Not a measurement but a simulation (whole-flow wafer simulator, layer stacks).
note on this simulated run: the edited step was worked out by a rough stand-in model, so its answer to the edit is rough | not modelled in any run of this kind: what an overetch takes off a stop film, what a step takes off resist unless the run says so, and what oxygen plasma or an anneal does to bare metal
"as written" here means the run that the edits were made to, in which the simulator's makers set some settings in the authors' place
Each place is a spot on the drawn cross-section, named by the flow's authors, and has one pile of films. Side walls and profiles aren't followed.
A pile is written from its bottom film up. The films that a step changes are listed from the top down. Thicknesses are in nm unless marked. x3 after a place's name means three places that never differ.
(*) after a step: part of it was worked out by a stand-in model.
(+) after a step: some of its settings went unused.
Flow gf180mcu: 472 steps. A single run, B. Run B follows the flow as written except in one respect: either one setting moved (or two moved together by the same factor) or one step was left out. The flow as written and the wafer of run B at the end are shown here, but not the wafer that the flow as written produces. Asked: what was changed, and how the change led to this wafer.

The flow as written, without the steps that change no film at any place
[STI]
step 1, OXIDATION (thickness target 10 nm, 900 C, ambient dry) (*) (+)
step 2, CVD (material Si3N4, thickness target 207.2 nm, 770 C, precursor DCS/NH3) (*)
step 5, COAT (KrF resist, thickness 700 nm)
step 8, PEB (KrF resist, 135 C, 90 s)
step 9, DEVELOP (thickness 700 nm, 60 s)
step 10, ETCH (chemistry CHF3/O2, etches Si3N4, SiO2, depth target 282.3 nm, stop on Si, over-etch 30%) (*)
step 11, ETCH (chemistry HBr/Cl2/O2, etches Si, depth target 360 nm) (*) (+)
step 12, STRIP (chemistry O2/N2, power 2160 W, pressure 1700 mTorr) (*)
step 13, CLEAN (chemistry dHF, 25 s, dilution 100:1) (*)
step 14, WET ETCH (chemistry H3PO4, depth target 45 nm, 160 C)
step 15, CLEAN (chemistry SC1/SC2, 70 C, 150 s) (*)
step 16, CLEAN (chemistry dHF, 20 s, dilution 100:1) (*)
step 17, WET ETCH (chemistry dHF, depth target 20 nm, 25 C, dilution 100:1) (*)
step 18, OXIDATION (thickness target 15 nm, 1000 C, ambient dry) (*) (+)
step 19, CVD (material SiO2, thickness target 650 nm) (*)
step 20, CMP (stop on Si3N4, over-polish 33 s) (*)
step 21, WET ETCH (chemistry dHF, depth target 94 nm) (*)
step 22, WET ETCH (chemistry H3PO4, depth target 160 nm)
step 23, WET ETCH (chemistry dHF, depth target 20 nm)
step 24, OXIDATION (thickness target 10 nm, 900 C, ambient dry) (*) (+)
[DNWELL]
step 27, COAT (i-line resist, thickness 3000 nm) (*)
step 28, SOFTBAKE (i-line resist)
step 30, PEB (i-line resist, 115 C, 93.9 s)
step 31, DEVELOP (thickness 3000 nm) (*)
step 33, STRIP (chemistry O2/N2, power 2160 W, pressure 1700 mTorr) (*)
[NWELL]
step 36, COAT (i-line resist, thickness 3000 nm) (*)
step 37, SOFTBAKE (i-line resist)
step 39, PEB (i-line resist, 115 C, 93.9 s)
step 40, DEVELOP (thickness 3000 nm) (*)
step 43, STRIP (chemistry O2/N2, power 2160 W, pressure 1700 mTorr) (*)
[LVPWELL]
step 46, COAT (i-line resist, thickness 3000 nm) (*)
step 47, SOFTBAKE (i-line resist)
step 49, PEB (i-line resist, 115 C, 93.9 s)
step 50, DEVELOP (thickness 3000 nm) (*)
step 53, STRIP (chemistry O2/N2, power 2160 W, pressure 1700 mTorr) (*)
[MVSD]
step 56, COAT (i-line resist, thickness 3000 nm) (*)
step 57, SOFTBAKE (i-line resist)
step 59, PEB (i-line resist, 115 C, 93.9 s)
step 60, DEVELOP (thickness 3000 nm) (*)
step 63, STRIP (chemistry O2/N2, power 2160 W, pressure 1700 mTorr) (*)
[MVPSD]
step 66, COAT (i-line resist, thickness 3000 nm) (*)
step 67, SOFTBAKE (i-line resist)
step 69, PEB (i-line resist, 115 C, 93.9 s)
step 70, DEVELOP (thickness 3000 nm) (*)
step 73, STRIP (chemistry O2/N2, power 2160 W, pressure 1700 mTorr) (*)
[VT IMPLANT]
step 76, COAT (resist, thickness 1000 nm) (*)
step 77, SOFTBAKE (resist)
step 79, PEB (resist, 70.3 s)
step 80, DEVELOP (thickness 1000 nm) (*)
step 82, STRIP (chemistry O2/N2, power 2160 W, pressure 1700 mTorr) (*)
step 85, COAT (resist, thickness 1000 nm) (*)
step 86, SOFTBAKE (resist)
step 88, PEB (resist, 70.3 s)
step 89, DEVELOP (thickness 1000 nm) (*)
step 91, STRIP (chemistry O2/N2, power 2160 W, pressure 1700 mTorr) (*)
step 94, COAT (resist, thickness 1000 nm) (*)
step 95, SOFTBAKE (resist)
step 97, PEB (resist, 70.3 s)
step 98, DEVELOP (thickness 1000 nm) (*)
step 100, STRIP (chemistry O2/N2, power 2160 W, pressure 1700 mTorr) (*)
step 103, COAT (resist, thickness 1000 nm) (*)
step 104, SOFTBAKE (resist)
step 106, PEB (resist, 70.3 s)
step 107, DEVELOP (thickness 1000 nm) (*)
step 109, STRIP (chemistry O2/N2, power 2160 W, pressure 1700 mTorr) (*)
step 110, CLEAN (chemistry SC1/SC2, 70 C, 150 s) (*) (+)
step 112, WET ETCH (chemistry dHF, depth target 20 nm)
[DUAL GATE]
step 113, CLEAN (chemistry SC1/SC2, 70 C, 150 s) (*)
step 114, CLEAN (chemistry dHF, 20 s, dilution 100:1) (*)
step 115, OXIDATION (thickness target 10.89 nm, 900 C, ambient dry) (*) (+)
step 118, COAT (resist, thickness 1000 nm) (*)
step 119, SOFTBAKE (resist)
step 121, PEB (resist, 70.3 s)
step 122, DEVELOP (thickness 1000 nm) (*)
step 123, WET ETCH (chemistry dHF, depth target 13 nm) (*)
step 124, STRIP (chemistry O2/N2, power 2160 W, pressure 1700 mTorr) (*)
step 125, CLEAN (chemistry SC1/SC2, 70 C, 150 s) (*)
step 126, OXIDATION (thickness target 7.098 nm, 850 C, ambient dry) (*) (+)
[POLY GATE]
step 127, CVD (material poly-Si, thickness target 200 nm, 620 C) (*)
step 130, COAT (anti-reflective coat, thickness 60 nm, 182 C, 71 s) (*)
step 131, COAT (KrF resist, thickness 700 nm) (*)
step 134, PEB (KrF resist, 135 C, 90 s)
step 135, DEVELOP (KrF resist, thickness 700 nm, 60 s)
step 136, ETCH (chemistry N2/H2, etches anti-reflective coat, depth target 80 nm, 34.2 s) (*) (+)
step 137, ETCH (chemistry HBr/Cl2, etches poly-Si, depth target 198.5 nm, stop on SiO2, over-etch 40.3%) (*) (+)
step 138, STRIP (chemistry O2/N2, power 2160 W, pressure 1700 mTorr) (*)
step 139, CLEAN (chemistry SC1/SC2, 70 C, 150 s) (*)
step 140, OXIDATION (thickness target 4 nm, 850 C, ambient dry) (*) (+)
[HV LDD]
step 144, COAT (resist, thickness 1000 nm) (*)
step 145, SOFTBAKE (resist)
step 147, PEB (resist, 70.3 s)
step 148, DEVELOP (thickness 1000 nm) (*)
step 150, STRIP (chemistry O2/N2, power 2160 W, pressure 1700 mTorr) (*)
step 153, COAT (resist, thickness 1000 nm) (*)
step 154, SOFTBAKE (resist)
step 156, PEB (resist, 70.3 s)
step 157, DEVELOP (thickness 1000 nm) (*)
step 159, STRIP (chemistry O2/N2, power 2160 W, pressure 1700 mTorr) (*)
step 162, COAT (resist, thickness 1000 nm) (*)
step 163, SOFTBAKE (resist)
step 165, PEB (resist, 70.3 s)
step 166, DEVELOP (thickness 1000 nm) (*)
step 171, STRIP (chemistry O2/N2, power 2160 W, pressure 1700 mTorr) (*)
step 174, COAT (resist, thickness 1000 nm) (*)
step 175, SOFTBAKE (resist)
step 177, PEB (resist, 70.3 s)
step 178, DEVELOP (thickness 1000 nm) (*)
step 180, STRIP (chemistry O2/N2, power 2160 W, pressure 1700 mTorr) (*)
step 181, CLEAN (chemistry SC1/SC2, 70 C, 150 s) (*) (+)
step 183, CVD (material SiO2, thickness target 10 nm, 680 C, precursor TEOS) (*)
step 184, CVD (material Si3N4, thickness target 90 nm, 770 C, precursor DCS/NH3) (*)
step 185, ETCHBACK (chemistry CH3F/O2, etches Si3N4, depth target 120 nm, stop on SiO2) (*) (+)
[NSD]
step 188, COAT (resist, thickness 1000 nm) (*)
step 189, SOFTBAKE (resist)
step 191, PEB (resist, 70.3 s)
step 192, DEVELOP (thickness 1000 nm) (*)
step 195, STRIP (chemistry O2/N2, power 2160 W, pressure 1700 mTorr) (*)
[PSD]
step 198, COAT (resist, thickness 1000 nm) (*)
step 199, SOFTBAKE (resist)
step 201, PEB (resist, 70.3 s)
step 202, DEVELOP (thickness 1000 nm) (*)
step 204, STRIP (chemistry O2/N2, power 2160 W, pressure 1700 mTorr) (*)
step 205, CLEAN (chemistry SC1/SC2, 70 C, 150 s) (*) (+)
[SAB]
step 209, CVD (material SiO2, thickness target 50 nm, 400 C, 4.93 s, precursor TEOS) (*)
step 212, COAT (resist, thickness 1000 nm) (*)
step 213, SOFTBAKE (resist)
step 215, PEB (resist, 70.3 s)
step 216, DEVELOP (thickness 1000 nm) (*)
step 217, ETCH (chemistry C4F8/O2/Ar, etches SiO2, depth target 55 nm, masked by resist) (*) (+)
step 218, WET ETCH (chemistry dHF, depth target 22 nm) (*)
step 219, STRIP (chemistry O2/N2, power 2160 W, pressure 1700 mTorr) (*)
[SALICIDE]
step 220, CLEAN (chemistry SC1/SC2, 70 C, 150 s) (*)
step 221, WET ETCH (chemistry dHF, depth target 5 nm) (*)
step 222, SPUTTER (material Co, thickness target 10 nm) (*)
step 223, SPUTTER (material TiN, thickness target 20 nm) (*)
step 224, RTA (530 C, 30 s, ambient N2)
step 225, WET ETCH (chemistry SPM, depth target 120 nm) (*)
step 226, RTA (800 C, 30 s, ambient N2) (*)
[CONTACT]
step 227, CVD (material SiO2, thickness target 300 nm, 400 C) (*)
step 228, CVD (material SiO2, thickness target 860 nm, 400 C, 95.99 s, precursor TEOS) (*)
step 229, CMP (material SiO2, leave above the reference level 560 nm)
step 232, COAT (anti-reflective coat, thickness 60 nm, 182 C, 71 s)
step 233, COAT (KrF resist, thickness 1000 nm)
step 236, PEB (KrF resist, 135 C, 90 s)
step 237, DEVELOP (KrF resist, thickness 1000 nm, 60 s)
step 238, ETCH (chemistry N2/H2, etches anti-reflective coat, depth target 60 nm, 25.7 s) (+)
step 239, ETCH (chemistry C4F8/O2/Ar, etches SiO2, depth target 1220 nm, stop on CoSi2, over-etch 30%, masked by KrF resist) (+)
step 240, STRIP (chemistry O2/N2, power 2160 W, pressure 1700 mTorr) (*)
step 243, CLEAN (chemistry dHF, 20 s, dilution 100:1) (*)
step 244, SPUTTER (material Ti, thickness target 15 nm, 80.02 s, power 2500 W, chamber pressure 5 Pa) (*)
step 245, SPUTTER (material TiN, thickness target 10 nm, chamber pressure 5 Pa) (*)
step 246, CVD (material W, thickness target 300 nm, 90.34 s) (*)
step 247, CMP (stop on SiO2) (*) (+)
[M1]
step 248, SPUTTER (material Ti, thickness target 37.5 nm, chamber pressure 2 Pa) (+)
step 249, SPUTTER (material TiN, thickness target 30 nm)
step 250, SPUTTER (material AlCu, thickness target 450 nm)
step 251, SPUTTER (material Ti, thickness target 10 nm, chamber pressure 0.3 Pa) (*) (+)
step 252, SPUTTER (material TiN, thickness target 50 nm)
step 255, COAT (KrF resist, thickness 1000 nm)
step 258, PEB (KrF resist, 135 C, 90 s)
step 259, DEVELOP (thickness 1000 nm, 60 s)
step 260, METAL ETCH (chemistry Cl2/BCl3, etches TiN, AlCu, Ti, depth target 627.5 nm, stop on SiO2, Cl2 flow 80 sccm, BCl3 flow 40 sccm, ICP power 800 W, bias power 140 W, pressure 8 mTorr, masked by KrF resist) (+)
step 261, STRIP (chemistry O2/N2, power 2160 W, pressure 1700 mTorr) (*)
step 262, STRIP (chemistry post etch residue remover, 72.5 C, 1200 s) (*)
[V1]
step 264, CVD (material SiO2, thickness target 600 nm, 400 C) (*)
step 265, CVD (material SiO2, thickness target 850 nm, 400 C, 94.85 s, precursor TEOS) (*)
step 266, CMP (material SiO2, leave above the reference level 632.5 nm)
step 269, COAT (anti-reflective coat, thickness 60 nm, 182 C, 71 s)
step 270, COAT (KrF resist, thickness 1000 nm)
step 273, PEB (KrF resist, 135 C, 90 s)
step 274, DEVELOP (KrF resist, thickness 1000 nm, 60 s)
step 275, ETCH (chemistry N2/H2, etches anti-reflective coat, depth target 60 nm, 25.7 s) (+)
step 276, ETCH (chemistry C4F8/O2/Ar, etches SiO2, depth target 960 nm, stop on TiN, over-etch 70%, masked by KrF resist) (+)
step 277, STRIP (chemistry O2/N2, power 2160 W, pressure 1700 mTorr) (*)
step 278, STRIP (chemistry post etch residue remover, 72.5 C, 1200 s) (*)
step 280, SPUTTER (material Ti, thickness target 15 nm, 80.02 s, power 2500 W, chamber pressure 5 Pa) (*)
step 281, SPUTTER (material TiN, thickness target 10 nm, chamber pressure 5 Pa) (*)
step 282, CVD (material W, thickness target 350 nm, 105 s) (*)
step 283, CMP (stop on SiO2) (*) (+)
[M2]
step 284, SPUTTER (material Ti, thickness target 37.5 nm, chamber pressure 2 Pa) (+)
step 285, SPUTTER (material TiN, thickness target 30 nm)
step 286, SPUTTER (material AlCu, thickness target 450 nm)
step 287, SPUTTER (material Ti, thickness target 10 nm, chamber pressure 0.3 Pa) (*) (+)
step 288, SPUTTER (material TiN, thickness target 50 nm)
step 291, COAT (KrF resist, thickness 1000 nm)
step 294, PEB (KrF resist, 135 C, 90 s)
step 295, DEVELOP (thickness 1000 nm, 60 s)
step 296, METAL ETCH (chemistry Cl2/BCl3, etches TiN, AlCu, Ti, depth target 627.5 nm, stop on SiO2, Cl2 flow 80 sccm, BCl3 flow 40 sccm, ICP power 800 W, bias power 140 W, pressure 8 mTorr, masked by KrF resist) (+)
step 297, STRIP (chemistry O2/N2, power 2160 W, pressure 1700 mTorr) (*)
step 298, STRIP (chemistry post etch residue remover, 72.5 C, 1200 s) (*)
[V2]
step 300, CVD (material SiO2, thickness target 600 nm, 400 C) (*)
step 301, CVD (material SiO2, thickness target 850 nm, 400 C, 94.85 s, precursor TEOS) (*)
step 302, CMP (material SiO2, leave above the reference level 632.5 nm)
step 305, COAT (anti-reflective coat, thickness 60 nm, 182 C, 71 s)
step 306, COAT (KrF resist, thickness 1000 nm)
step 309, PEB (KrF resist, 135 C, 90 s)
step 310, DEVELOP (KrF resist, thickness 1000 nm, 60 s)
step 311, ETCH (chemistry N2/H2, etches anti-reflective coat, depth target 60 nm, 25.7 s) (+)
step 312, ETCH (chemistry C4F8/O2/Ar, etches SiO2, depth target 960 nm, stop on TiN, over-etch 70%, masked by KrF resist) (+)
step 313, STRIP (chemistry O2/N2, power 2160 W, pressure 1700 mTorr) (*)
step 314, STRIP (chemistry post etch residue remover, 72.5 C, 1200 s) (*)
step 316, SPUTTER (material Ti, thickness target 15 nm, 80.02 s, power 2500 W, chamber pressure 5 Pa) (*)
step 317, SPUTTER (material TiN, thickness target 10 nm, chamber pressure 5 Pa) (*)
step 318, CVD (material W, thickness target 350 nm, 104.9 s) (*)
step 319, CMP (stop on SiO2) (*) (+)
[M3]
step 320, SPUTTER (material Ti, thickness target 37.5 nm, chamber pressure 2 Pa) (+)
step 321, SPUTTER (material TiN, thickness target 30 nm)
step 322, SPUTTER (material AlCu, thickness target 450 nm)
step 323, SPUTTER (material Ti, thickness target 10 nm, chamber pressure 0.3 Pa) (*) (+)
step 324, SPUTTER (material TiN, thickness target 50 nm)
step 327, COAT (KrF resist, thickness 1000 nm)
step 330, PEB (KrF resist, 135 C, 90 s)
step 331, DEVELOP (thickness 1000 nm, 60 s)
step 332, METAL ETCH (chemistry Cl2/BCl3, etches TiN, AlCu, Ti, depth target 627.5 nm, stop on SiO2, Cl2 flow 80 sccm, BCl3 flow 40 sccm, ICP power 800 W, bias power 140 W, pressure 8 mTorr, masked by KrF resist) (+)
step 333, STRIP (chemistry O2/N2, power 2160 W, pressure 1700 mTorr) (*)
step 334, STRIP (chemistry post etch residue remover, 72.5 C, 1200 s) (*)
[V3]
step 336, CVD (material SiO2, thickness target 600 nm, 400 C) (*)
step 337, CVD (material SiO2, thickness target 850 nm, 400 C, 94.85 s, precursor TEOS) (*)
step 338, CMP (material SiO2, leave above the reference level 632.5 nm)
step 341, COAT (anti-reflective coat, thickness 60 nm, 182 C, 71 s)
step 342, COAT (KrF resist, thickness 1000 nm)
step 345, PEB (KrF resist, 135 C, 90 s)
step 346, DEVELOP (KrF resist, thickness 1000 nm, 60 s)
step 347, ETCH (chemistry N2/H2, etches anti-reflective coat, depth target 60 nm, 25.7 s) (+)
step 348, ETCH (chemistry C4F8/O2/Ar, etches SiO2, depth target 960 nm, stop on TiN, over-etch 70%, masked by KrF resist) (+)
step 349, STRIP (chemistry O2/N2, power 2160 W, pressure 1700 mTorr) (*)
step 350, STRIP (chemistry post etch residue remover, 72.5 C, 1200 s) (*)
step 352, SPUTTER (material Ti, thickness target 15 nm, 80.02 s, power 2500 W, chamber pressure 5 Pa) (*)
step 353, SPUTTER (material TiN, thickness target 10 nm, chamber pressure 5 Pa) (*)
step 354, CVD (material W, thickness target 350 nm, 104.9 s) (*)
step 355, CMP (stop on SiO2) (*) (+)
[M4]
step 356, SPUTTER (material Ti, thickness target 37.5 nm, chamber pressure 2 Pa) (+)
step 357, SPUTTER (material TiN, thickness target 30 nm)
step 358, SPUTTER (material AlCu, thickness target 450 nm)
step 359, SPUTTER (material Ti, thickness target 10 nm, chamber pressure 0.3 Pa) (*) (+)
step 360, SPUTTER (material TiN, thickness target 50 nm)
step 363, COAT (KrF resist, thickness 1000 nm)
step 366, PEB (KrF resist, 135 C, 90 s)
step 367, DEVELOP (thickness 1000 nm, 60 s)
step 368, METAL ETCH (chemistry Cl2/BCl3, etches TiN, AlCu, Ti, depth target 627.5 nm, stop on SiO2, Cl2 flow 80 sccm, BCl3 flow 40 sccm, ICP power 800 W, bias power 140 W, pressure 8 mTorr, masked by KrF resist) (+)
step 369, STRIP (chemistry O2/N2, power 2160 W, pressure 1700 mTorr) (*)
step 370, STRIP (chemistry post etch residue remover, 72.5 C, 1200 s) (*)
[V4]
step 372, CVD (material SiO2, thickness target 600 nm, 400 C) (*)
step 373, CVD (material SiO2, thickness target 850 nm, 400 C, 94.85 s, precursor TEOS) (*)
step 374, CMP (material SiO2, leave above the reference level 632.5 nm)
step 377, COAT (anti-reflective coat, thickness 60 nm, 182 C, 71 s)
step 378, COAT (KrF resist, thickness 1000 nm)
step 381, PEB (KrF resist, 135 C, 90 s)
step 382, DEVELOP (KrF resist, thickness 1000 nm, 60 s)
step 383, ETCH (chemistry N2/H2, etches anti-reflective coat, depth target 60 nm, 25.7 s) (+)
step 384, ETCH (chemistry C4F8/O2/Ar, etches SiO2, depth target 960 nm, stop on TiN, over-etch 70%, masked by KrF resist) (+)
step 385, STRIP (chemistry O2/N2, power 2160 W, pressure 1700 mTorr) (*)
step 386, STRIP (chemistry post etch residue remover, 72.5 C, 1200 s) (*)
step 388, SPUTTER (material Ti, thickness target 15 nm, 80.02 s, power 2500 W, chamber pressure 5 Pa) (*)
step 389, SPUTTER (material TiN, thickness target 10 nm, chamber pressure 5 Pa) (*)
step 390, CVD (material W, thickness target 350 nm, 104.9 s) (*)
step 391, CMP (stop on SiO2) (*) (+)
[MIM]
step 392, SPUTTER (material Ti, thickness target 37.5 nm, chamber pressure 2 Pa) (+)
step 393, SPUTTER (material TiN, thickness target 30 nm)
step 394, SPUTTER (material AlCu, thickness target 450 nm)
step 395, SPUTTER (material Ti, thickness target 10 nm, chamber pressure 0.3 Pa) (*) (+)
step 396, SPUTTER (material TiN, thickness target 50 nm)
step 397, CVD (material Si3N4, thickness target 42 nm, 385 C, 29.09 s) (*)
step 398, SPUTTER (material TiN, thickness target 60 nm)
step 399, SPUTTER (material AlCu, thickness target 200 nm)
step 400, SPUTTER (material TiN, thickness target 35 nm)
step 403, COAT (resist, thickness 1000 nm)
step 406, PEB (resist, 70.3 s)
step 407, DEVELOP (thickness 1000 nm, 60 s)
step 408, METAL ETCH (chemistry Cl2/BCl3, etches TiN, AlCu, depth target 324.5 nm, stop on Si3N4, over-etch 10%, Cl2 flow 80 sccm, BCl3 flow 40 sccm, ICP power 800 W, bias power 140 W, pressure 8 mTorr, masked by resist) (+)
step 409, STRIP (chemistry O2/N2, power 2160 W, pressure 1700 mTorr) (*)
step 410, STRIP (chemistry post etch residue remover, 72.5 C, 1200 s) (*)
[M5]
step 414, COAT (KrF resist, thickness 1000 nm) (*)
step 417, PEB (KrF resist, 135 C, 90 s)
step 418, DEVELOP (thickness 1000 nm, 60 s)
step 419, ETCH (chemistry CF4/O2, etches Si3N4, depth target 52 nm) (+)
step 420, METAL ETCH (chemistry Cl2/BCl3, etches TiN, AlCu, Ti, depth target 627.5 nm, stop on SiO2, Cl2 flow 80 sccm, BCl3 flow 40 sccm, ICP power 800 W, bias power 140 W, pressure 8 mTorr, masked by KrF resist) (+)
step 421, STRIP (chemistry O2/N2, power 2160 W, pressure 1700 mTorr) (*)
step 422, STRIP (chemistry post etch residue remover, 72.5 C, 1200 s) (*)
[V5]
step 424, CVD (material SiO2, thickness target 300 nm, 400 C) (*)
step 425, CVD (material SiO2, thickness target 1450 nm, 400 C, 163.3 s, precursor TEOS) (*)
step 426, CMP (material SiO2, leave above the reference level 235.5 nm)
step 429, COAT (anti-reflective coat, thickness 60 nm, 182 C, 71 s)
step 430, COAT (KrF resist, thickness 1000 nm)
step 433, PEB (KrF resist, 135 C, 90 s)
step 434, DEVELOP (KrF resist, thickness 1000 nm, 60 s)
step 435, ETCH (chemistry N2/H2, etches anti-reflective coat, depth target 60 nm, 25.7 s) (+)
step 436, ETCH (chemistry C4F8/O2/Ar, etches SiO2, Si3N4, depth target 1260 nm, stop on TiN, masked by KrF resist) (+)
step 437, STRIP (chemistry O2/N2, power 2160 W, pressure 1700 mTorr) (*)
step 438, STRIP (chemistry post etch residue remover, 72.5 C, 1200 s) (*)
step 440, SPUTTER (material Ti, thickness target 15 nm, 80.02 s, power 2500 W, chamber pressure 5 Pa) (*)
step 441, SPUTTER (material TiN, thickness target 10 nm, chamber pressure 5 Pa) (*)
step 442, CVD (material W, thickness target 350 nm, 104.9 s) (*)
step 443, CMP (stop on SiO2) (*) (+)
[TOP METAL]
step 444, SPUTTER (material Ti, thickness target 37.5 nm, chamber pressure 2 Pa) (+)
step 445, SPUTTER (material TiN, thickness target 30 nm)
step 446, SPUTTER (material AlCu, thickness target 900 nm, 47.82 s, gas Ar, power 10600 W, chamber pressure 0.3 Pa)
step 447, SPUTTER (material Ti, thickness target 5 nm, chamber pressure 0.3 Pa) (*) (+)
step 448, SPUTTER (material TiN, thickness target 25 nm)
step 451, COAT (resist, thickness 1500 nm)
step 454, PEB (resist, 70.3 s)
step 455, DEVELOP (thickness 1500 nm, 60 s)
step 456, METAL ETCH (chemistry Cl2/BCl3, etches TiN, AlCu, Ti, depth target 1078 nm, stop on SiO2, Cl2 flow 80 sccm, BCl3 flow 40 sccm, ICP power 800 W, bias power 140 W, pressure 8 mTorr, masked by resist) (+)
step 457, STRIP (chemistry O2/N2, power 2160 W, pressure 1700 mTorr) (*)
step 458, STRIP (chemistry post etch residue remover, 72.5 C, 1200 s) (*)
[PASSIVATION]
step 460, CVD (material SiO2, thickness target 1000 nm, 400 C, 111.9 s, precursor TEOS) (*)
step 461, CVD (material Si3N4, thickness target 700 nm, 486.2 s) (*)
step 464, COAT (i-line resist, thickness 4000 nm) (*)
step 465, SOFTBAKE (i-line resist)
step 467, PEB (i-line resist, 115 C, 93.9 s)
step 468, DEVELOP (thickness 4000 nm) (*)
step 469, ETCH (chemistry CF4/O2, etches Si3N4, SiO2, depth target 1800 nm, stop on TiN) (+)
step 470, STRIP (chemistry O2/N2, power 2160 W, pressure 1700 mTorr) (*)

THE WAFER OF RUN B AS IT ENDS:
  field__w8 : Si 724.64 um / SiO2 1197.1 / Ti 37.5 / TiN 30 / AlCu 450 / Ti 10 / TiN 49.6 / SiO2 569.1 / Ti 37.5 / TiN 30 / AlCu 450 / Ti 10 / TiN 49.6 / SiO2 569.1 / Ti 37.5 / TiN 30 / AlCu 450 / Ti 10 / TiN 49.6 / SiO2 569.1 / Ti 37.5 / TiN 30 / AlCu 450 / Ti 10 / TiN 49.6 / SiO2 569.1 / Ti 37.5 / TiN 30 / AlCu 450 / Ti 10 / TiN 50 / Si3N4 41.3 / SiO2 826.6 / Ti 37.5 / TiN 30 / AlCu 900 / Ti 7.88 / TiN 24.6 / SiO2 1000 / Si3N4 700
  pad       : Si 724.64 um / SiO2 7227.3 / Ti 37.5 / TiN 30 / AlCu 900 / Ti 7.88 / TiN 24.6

Cause: step 447, SPUTTER: thickness target 7.88 nm was run, though the flow has thickness target 5 nm.
The wafer itself shows it: field__w8 has Ti 7.88, and step 447 as written asks for 5 nm.

The path from the change to this, step by step:
  step 447, SPUTTER (material Ti, thickness target 5 nm, chamber pressure 0.3 Pa) (*) (+)
      field, field__w1, field__w2 and 109 more: Ti gains 7.88 (new film) (as written it would have been: Ti gains 5 (new film))
  step 456, METAL ETCH (chemistry Cl2/BCl3, etches TiN, AlCu, Ti, depth target 1078 nm, stop on SiO2, Cl2 flow 80 sccm, BCl3 flow 40 sccm, ICP power 800 W, bias power 140 W, pressure 8 mTorr, masked by resist) (+)
      field, field__w1, field__w2 and 103 more: TiN loses 25 (all of it), Ti loses 7.88 (all of it), AlCu loses 900 (all of it), TiN loses 30 (all of it), Ti loses 37.5 (all of it) (as written it would have been: TiN loses 25 (all of it), Ti loses 5 (all of it), AlCu loses 900 (all of it), TiN loses 30 (all of it), Ti loses 37.5 (all of it))
